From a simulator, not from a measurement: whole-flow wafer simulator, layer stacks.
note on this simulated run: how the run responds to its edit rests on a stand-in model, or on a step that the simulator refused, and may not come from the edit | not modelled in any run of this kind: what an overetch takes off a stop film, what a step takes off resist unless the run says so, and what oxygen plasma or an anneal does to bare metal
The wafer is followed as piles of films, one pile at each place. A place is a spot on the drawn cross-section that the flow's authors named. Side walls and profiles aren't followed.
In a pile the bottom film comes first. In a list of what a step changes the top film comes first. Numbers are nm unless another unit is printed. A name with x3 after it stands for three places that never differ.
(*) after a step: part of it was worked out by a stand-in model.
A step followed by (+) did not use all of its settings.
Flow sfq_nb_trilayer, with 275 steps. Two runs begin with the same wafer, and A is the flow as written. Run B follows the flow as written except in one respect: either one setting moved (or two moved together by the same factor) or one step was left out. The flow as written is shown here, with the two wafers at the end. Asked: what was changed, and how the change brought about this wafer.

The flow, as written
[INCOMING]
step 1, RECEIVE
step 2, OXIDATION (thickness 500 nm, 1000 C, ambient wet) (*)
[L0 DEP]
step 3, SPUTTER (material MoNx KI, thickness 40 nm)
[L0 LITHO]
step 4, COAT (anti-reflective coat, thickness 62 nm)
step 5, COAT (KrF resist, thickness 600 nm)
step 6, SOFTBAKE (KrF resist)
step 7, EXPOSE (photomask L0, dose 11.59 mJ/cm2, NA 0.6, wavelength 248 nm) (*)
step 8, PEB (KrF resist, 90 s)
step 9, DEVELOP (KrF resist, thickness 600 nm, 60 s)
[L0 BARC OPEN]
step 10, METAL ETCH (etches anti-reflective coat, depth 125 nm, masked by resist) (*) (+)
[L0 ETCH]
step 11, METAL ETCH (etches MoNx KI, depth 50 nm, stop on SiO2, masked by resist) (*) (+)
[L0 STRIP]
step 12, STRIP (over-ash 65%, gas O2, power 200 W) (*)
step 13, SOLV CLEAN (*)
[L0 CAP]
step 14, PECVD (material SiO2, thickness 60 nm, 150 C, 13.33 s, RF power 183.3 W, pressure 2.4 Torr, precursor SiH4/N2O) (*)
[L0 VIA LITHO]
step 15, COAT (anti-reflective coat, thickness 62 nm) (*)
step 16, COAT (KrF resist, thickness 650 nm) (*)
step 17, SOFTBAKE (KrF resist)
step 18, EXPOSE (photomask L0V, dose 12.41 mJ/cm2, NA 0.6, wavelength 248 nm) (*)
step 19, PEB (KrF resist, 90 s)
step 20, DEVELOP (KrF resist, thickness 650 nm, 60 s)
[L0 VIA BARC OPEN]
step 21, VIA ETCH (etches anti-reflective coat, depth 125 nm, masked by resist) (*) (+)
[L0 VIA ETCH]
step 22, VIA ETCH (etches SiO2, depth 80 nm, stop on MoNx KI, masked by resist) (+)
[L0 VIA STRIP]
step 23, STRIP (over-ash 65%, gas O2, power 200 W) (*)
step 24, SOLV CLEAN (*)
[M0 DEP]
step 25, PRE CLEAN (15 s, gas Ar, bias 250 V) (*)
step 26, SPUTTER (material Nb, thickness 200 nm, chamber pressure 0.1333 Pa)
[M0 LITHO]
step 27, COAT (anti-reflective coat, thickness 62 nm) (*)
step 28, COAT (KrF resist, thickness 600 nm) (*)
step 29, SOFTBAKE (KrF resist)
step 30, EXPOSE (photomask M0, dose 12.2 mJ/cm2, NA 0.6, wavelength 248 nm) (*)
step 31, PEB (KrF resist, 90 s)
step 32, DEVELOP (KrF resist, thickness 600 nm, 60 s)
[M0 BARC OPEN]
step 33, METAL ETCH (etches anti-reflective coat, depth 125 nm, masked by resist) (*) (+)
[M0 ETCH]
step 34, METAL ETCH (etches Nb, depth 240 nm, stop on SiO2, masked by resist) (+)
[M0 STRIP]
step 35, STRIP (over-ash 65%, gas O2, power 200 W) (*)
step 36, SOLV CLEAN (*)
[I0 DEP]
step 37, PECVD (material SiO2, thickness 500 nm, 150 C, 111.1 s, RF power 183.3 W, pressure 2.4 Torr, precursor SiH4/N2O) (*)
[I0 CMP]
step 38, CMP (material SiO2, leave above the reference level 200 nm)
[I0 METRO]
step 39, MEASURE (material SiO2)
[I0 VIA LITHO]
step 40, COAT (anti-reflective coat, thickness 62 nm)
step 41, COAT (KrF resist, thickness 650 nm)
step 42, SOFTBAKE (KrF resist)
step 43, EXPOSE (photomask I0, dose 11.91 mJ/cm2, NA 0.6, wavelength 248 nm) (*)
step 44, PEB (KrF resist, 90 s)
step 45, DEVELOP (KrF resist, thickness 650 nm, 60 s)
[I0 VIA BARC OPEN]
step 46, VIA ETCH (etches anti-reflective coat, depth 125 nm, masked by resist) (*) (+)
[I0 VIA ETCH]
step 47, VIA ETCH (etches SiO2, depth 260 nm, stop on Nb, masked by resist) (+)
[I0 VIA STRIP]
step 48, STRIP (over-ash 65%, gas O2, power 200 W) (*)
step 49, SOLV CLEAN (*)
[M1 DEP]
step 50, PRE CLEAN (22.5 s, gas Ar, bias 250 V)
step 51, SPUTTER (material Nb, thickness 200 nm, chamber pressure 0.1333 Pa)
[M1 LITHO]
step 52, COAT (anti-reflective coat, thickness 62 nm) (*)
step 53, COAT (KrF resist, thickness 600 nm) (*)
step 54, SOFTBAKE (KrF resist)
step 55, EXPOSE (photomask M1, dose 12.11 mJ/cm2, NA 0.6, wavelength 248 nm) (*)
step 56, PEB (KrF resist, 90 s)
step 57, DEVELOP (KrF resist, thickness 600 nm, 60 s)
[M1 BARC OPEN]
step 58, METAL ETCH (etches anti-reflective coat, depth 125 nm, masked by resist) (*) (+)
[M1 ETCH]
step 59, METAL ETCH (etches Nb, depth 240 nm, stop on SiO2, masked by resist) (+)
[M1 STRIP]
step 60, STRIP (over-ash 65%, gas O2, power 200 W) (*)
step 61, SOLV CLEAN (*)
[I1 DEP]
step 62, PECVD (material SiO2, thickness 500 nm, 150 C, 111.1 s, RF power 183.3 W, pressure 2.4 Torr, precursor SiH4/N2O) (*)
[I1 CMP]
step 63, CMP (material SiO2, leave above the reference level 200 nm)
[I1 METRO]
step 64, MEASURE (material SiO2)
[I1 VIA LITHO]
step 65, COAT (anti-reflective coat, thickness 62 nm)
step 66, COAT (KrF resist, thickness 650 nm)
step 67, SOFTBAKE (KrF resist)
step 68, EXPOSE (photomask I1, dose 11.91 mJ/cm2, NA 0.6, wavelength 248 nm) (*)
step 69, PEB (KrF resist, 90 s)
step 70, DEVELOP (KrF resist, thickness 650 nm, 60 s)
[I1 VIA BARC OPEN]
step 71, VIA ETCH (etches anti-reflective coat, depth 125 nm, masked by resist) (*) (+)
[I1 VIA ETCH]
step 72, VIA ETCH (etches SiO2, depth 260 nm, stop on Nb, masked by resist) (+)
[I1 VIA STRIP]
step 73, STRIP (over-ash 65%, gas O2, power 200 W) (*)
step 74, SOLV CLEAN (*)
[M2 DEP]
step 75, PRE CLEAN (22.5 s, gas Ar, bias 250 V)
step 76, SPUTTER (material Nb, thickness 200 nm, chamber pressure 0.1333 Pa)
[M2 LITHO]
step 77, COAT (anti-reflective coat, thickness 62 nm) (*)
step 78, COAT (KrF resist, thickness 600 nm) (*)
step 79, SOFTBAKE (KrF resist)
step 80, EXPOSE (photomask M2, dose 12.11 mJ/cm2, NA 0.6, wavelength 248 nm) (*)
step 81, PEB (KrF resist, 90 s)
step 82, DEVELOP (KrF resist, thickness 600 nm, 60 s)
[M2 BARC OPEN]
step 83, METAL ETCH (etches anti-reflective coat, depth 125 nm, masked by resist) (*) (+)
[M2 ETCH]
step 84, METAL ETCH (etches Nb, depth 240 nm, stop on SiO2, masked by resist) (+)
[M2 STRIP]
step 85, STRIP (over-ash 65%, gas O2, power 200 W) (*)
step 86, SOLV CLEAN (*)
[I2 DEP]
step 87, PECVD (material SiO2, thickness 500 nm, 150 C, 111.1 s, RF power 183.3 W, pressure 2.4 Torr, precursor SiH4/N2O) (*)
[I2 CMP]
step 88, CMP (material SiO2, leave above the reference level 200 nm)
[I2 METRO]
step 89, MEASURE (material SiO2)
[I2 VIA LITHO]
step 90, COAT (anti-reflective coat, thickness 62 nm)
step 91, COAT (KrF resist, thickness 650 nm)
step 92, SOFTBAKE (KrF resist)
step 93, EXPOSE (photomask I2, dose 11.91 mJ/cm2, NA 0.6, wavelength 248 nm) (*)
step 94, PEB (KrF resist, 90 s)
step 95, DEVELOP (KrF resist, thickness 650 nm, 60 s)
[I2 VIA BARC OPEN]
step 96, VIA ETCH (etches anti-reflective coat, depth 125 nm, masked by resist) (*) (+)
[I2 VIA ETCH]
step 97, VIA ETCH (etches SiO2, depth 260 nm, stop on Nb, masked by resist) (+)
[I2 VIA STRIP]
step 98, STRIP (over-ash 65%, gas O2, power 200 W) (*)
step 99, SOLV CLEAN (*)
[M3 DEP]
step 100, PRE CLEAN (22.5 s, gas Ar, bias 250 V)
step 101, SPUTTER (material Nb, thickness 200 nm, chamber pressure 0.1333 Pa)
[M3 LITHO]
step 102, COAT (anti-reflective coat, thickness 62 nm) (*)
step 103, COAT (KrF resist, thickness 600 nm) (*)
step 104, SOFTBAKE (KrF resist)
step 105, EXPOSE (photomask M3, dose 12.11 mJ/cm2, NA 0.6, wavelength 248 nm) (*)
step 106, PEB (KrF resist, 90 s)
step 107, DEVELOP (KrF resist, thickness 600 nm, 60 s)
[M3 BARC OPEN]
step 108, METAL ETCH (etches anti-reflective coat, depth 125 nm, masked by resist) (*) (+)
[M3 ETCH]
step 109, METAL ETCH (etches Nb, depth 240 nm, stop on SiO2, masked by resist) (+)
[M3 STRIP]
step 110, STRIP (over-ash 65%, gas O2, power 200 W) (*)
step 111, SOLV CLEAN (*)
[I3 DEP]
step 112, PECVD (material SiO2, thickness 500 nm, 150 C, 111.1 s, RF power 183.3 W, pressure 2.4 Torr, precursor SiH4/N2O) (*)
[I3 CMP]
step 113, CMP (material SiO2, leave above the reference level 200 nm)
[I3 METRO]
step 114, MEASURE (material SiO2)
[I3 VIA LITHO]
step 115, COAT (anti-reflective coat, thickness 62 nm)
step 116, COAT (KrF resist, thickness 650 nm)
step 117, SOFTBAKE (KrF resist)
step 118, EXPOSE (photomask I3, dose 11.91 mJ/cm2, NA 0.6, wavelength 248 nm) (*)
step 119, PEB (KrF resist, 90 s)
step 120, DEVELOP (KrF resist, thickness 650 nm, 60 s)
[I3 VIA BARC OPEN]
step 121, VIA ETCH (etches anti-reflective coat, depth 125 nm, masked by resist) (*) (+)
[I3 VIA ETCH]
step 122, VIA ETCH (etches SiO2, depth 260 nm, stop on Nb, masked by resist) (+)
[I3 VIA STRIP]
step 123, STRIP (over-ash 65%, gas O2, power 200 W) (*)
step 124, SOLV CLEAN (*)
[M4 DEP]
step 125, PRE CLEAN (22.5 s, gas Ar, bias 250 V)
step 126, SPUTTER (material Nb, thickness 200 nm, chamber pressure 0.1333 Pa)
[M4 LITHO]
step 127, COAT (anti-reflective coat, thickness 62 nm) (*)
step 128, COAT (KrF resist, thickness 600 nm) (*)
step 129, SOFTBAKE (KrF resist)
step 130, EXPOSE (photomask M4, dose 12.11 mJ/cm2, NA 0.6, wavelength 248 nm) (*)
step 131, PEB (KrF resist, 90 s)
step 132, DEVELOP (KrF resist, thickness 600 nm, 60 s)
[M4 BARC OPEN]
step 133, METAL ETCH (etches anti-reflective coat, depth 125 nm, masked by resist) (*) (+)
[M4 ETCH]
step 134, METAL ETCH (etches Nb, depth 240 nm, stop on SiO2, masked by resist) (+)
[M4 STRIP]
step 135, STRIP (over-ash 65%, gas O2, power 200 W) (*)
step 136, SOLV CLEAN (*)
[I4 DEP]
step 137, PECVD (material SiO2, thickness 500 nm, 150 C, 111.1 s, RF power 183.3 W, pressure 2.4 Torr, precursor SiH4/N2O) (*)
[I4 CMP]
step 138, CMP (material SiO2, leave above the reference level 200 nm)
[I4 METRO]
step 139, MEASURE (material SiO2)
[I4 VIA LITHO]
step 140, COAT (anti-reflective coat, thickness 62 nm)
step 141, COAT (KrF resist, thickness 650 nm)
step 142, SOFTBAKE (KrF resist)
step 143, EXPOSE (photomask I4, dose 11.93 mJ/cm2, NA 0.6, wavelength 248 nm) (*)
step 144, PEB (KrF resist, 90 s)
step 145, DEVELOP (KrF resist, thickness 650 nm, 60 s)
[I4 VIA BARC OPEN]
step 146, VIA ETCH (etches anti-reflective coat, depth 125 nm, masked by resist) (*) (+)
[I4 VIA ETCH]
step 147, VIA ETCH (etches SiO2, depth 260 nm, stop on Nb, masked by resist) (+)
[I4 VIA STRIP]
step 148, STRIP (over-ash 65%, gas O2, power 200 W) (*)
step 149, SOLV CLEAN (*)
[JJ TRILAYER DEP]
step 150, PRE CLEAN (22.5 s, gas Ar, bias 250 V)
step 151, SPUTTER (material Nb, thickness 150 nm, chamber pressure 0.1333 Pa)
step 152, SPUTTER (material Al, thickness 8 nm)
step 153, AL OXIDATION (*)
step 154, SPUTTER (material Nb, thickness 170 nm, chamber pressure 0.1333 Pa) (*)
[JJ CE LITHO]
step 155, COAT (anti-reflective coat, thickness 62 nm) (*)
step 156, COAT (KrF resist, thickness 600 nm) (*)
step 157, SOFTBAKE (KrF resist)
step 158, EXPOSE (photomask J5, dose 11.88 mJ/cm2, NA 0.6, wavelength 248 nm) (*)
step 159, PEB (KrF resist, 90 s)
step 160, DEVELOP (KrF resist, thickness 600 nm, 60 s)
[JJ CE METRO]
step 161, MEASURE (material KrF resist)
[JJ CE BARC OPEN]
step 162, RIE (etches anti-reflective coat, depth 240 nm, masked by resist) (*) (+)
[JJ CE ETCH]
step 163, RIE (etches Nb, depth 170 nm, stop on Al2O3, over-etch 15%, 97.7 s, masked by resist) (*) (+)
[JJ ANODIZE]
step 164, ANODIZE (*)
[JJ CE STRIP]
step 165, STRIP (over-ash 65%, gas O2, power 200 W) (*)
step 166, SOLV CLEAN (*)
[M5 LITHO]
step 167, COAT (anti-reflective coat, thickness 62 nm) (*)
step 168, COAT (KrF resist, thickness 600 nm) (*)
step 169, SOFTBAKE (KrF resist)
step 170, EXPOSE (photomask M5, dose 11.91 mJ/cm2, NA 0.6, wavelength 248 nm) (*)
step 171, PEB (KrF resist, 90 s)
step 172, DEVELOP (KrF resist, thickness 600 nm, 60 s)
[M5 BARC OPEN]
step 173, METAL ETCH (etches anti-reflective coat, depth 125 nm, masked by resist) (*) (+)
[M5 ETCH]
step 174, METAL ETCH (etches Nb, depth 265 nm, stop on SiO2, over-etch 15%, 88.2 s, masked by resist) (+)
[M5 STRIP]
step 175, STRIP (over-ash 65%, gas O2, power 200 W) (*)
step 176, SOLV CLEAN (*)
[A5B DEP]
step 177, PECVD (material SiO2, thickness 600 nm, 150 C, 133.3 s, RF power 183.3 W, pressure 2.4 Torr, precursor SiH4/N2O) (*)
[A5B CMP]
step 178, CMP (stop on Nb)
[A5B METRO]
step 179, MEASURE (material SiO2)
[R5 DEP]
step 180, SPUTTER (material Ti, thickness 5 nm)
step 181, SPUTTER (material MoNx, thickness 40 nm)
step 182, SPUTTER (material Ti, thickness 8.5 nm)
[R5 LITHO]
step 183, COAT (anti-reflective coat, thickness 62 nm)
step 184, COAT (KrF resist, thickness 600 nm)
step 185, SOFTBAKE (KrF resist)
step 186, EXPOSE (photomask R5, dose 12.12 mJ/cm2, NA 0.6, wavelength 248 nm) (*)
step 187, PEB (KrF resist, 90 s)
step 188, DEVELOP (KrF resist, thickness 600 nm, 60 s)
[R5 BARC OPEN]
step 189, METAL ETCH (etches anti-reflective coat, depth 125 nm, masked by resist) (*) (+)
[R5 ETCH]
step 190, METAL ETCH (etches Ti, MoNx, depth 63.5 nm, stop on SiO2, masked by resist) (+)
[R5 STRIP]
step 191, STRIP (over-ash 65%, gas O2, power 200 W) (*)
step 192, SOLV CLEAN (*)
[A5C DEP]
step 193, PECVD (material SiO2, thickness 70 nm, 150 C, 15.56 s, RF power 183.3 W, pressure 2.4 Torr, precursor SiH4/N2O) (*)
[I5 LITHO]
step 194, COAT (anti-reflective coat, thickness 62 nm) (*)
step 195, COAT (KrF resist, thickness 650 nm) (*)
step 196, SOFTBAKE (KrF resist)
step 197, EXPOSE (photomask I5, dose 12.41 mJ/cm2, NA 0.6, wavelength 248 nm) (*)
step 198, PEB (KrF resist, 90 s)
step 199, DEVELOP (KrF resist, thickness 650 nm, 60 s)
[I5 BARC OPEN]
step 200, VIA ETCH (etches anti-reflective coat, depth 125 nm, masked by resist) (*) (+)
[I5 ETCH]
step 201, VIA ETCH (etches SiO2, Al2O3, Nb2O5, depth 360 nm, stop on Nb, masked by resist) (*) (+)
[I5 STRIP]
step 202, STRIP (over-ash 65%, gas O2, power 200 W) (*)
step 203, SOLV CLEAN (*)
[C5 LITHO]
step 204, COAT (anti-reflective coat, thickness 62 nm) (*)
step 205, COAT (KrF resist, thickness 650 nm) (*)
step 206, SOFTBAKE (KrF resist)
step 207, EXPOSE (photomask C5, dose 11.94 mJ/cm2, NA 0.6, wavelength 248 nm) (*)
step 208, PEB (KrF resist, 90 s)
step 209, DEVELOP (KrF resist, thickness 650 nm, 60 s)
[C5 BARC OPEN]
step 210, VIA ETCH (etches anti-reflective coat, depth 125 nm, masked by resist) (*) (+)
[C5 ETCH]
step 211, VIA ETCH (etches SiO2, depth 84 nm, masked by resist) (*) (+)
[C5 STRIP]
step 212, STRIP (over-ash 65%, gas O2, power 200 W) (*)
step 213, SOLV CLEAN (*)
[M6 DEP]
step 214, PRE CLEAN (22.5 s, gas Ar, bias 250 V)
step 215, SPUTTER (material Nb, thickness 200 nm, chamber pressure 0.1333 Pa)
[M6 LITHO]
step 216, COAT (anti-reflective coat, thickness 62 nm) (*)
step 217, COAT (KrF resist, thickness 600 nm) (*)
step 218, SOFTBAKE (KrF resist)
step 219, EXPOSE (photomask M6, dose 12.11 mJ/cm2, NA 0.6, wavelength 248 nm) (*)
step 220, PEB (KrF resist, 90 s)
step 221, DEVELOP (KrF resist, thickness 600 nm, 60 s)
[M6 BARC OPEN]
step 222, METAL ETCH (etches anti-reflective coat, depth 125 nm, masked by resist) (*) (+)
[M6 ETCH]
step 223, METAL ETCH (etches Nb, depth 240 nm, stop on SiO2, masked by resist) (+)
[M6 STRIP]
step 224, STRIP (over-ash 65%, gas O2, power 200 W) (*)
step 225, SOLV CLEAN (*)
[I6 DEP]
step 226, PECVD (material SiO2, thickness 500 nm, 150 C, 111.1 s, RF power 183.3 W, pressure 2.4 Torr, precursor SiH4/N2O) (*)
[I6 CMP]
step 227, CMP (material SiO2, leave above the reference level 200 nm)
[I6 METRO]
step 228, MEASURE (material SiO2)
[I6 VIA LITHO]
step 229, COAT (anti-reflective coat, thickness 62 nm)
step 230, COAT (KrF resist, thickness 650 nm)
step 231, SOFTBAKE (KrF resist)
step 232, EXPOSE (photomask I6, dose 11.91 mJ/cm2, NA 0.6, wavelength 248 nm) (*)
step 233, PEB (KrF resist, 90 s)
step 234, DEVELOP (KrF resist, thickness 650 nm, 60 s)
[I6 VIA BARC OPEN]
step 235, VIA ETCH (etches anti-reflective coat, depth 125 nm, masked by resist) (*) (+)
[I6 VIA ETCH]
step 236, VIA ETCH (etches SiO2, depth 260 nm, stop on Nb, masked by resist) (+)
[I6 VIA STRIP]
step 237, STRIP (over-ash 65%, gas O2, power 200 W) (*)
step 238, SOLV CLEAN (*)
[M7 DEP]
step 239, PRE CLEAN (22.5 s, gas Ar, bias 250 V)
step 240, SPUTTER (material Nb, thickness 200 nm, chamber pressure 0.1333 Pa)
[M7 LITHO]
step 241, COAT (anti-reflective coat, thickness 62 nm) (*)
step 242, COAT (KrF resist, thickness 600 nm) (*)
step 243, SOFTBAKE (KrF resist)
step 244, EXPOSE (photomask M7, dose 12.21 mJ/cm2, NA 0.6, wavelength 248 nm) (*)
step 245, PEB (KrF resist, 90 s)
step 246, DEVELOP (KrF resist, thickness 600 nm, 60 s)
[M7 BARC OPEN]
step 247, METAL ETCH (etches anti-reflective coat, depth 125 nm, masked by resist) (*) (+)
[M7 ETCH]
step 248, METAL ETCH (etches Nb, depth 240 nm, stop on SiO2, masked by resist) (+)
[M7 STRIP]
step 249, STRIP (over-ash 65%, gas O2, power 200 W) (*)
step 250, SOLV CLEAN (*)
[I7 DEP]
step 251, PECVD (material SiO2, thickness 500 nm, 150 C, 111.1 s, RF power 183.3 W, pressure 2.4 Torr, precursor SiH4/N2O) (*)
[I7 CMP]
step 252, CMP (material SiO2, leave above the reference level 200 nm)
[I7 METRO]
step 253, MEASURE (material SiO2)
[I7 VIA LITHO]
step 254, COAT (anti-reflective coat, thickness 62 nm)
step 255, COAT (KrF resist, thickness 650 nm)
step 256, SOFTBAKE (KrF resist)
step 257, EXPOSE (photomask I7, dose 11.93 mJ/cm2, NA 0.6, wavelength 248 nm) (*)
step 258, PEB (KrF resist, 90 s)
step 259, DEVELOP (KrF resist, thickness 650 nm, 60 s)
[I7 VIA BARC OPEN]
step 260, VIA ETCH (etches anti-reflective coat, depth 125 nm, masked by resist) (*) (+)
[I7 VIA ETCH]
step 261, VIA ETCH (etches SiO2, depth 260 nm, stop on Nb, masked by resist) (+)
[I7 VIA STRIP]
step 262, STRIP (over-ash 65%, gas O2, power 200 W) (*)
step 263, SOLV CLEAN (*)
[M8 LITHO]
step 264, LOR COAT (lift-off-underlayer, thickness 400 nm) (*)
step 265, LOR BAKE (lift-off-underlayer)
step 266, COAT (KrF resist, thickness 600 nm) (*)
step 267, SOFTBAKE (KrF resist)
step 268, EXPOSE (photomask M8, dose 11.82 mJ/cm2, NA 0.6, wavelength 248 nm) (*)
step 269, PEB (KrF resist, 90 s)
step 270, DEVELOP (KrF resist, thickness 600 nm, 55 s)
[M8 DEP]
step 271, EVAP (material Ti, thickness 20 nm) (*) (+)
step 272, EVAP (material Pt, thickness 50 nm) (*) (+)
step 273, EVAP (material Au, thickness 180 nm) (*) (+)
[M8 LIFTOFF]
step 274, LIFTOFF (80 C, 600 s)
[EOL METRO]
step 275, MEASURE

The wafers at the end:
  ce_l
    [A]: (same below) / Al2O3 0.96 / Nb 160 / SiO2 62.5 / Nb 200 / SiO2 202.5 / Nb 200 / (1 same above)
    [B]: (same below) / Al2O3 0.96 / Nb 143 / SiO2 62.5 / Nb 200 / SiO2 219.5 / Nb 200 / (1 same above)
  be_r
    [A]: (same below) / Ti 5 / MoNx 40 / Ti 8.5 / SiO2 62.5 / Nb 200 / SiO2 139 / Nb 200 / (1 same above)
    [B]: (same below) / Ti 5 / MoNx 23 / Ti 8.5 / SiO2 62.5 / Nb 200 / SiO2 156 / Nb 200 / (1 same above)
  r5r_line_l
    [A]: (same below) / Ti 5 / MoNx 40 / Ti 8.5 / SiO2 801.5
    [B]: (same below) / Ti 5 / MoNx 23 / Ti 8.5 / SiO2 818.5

Cause: step 181, SPUTTER: thickness 23 nm was run, whereas the flow has thickness 40 nm.
The wafer lets one read it off: be_r has MoNx 23, and step 181 as written asks for 40 nm.

Step by step, how the change led to this:
  step 181, SPUTTER (material MoNx, thickness 40 nm)
      field_l, v_sur, via_wl and 103 more: A +40 MoNx (new film) | B +23 MoNx (new film)
  step 190, METAL ETCH (etches Ti, MoNx, depth 63.5 nm, stop on SiO2, masked by resist) (+)
      field_l, v_sur, via_wl and 92 more: A -8.5 Ti (all of it), -40 MoNx (all of it), -5 Ti (all of it) | B -8.5 Ti (all of it), -23 MoNx (all of it), -5 Ti (all of it)
      ce_l, c5j, ce_r, wl_jj: A -8.5 Ti (all of it), -40 MoNx (all of it), -5 Ti (all of it), -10 Nb | B -8.5 Ti (all of it), -23 MoNx (all of it), -5 Ti (all of it), -27 Nb
  step 194, COAT (anti-reflective coat, thickness 62 nm) (*)
      wl_j_sl, wl_j_sr: A +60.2 anti-reflective coat (new film) | B +57.4 anti-reflective coat (new film)
      r5r_spacepad_l, r5r_spacepad_r: A +84.4 anti-reflective coat (new film) | B +77.1 anti-reflective coat (new film)
      (also at 15 further places)
  step 202, STRIP (over-ash 65%, gas O2, power 200 W) (*)
      wl_j_sl, wl_j_sr: A -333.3 KrF resist (all of it), -60.2 anti-reflective coat (all of it) | B -333.4 KrF resist (all of it), -57.4 anti-reflective coat (all of it)
      r5r_spacepad_l, r5r_spacepad_r: A -335.6 KrF resist (all of it), -84.4 anti-reflective coat (all of it) | B -335 KrF resist (all of it), -77.1 anti-reflective coat (all of it)
      (also at 15 further places)
  step 204, COAT (anti-reflective coat, thickness 62 nm) (*)
      wl_j_sl, wl_j_sr: A +60.2 anti-reflective coat (new film) | B +57.4 anti-reflective coat (new film)
      r5r_spacepad_l, r5r_spacepad_r: A +84.4 anti-reflective coat (new film) | B +77.1 anti-reflective coat (new film)
      (also at 15 further places)
  step 210, VIA ETCH (etches anti-reflective coat, depth 125 nm, masked by resist) (*) (+)
      field_l, v_sur, via_wl and 101 more: A -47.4 KrF resist | B -48.5 KrF resist
      c5j: A -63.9 anti-reflective coat (all of it), -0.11 SiO2 | B -68.6 anti-reflective coat (all of it), -0.09 SiO2
      (also at 1 further place)
  step 212, STRIP (over-ash 65%, gas O2, power 200 W) (*)
      wl_j_sl, wl_j_sr: A -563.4 KrF resist (all of it), -60.2 anti-reflective coat (all of it) | B -562.2 KrF resist (all of it), -57.4 anti-reflective coat (all of it)
      r5r_spacepad_l, r5r_spacepad_r: A -565.8 KrF resist (all of it), -84.4 anti-reflective coat (all of it) | B -563.8 KrF resist (all of it), -77.1 anti-reflective coat (all of it)
      (also at 13 further places)
  step 216, COAT (anti-reflective coat, thickness 62 nm) (*)
      wl_j_sl, wl_j_sr: A +60.2 anti-reflective coat (new film) | B +57.5 anti-reflective coat (new film)
      r5r_line_l, r5r_line_c: A +50 anti-reflective coat (new film) | B +52.9 anti-reflective coat (new film)
      (also at 13 further places)
  step 222, METAL ETCH (etches anti-reflective coat, depth 125 nm, masked by resist) (*) (+)
      r5r_line_l, r5r_line_c: A -50 anti-reflective coat (all of it) | B -52.9 anti-reflective coat (all of it)
      r5r_spacepad_l, r5r_spacepad_r: A -85.7 anti-reflective coat (all of it) | B -77.6 anti-reflective coat (all of it)
      (also at 3 further places)
  step 224, STRIP (over-ash 65%, gas O2, power 200 W) (*)
      wl_j_sl, wl_j_sr: A -382.5 KrF resist (all of it), -60.2 anti-reflective coat (all of it) | B -382.4 KrF resist (all of it), -57.5 anti-reflective coat (all of it)
      jj_sur: A -378.5 KrF resist (all of it), -56.1 anti-reflective coat (all of it) | B -377.5 KrF resist (all of it), -53.1 anti-reflective coat (all of it)
      (also at 7 further places)
  step 226, PECVD (material SiO2, thickness 500 nm, 150 C, 111.1 s, RF power 183.3 W, pressure 2.4 Torr, precursor SiH4/N2O) (*)
      r5r_spacepad_l, r5r_spacepad_r: A +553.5 SiO2 | B +534 SiO2
  step 227, CMP (material SiO2, leave above the reference level 200 nm)
      ce_l, ce_r, wl_jj: A -290 SiO2 | B -273 SiO2
      be_r, r_sur, r_end: A -353.5 SiO2 | B -336.5 SiO2
      (also at 7 further places)
